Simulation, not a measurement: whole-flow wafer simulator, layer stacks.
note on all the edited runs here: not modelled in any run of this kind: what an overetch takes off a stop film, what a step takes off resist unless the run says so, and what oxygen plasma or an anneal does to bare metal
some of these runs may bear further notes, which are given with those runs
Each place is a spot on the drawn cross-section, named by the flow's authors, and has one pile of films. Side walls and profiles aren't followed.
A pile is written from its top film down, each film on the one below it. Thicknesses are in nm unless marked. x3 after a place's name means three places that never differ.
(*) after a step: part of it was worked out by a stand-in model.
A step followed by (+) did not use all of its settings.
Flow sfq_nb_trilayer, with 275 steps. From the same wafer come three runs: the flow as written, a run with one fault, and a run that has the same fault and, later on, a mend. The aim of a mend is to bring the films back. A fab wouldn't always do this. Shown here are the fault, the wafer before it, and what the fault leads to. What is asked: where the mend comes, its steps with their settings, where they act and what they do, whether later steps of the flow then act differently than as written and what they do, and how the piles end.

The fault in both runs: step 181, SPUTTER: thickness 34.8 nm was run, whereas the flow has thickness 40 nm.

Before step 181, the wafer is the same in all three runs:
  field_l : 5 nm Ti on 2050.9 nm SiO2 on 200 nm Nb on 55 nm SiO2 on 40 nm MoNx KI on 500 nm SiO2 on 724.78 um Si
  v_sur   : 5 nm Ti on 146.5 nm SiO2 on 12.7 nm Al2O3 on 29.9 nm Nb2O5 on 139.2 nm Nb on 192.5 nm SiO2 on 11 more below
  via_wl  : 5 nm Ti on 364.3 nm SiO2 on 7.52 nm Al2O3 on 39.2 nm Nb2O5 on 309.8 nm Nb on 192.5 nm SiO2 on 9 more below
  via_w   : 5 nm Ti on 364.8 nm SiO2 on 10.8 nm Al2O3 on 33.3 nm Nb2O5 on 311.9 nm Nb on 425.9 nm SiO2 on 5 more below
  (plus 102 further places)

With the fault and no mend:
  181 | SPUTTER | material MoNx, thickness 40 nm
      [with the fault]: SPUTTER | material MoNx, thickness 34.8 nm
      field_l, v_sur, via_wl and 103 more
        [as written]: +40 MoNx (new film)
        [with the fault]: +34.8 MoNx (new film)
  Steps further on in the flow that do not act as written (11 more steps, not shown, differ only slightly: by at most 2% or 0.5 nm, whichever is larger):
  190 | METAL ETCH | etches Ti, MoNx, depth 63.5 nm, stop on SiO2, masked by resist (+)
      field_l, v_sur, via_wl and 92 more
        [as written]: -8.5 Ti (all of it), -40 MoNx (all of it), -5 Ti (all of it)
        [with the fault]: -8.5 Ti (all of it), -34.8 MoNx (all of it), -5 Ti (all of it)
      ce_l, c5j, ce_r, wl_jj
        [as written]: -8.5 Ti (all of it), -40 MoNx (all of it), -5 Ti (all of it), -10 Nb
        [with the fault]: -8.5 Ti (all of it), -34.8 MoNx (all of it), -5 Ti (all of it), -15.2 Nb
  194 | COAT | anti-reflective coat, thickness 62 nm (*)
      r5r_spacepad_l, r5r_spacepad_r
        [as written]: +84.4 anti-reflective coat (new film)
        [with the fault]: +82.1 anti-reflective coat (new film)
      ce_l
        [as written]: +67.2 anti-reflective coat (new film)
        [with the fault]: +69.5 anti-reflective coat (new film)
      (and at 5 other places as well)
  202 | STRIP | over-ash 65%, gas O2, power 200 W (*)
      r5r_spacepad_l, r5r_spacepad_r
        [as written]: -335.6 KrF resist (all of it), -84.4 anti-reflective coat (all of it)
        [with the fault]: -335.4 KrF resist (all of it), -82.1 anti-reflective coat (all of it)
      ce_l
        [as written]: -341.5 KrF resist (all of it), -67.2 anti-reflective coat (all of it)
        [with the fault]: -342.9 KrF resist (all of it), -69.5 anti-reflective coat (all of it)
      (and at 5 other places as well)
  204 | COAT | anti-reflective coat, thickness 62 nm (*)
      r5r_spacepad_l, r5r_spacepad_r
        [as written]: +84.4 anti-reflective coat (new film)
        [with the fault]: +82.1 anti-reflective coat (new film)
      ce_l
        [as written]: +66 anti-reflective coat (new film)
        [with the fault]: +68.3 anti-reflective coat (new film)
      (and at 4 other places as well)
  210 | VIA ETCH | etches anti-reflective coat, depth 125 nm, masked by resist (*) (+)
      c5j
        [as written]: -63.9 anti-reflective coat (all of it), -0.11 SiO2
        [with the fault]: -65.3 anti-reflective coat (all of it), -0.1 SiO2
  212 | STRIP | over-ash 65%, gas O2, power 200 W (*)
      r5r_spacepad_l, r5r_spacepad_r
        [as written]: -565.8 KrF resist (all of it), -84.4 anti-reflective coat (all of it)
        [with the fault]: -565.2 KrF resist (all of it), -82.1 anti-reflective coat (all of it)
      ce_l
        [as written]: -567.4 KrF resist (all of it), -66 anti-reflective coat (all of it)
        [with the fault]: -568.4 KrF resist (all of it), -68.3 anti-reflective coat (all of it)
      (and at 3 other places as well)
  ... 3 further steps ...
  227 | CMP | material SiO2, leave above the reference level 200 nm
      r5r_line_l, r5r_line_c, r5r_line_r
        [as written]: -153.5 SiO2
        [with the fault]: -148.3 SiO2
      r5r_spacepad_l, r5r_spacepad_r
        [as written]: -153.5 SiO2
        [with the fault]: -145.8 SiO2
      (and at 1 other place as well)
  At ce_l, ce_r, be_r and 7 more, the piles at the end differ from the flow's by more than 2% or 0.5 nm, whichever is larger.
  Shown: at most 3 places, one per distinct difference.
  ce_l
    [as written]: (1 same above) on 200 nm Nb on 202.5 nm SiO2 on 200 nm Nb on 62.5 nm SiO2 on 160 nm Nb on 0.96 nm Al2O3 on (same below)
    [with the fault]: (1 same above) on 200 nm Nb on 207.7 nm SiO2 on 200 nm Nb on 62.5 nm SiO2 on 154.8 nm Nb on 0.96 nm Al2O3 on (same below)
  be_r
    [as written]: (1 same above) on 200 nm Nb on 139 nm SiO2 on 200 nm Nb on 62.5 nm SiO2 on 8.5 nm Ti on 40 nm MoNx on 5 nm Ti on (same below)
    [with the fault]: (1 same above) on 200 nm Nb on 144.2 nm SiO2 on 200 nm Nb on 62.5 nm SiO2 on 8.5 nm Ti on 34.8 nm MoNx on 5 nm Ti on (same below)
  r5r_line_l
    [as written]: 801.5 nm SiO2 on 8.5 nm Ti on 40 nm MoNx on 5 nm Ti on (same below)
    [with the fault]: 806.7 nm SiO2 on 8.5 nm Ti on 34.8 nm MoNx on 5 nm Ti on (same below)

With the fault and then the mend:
  After step 181 comes the mend.
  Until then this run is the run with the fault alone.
  181a | SPUTTER | material MoNx, thickness 5.2 nm (the flow's step 181 again, with other settings)
      field_l, v_sur, via_wl and 103 more
        +5.2 MoNx
  Later steps of the flow that are run all act as written at every place that is followed.
  By the end, the piles equal the flow's at every place that both follow.
